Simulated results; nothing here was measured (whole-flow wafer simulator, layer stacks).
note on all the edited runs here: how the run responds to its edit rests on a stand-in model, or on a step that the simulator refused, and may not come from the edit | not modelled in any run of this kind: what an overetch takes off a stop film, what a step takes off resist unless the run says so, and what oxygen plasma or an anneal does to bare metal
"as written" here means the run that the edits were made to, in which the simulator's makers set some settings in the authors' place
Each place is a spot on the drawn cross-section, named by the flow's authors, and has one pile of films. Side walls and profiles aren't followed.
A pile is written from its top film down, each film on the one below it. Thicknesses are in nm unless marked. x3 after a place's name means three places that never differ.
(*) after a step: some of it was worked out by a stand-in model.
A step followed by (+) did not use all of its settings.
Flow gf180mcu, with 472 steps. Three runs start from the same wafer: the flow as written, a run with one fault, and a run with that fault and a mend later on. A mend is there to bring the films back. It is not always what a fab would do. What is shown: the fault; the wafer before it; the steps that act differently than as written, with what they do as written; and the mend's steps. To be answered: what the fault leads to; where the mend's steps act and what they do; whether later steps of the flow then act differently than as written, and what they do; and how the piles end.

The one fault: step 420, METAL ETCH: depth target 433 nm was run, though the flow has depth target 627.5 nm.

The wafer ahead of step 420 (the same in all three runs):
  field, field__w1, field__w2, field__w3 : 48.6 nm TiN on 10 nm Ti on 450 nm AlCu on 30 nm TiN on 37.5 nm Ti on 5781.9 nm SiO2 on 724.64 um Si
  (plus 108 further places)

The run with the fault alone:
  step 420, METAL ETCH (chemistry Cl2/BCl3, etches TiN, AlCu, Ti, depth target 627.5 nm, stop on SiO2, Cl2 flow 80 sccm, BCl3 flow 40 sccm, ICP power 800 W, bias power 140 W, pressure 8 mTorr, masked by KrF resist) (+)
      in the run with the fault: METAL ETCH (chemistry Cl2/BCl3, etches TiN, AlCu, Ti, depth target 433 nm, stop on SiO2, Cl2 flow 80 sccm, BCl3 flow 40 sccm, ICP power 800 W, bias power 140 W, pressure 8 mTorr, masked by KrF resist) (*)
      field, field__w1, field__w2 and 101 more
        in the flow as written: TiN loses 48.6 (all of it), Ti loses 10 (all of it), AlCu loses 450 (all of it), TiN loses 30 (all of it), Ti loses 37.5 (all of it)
        in the run with the fault: TiN loses 48.6 (all of it), Ti loses 10 (all of it), AlCu loses 374.4
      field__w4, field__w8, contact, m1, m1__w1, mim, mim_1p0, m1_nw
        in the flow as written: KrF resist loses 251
        in the run with the fault: KrF resist loses 173.2
  Steps further on in the flow that do not act as written (1 more step, not shown, differs only slightly: by at most 2% or 0.5 nm, whichever is larger):
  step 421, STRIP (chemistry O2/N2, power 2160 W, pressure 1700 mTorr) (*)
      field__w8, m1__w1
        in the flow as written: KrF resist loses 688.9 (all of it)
        in the run with the fault: KrF resist loses 766.7 (all of it)
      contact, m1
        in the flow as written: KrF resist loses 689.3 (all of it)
        in the run with the fault: KrF resist loses 767.1 (all of it)
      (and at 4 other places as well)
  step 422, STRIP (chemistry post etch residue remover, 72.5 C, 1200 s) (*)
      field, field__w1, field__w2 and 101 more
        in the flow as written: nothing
        in the run with the fault: AlCu loses 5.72
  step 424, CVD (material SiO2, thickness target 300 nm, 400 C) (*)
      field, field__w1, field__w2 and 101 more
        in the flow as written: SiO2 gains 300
        in the run with the fault: SiO2 gains 300 (new film)
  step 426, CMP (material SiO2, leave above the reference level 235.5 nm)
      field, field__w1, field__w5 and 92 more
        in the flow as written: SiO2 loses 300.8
        in the run with the fault: SiO2 loses 438.2
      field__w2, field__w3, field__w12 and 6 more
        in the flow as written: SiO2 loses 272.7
        in the run with the fault: SiO2 loses 416.3
  The piles end different from the flow's at field, field__w1, field__w2 and 101 more by more than 2% or 0.5 nm, whichever is larger.
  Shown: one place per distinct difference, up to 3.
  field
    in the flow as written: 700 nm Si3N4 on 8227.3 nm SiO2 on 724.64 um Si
    in the run with the fault: 700 nm Si3N4 on 2308 nm SiO2 on 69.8 nm AlCu on 30 nm TiN on 37.5 nm Ti on 5781.9 nm SiO2 on 724.64 um Si
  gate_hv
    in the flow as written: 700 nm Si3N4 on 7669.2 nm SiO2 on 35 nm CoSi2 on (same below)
    in the run with the fault: 700 nm Si3N4 on 2308 nm SiO2 on 69.8 nm AlCu on 30 nm TiN on 37.5 nm Ti on 5223.8 nm SiO2 on 35 nm CoSi2 on (same below)
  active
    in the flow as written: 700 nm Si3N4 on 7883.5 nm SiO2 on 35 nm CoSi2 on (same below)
    in the run with the fault: 700 nm Si3N4 on 2308 nm SiO2 on 69.8 nm AlCu on 30 nm TiN on 37.5 nm Ti on 5438.1 nm SiO2 on 35 nm CoSi2 on (same below)

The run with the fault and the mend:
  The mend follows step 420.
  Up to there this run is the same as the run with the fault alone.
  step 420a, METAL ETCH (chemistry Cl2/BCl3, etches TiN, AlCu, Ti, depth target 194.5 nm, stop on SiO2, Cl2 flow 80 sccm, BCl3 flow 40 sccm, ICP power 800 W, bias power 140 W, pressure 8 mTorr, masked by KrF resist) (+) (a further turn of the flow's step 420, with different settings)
      field, field__w1, field__w2 and 101 more
        AlCu loses 75.6 (all of it), TiN loses 30 (all of it), Ti loses 37.5 (all of it)
      field__w4, field__w8, contact, m1, m1__w1, mim, mim_1p0, m1_nw
        KrF resist loses 77.8
  None of the later steps of the flow acts differently than as written at any place that is followed.
  The piles end the same as the flow's at every place that both follow.
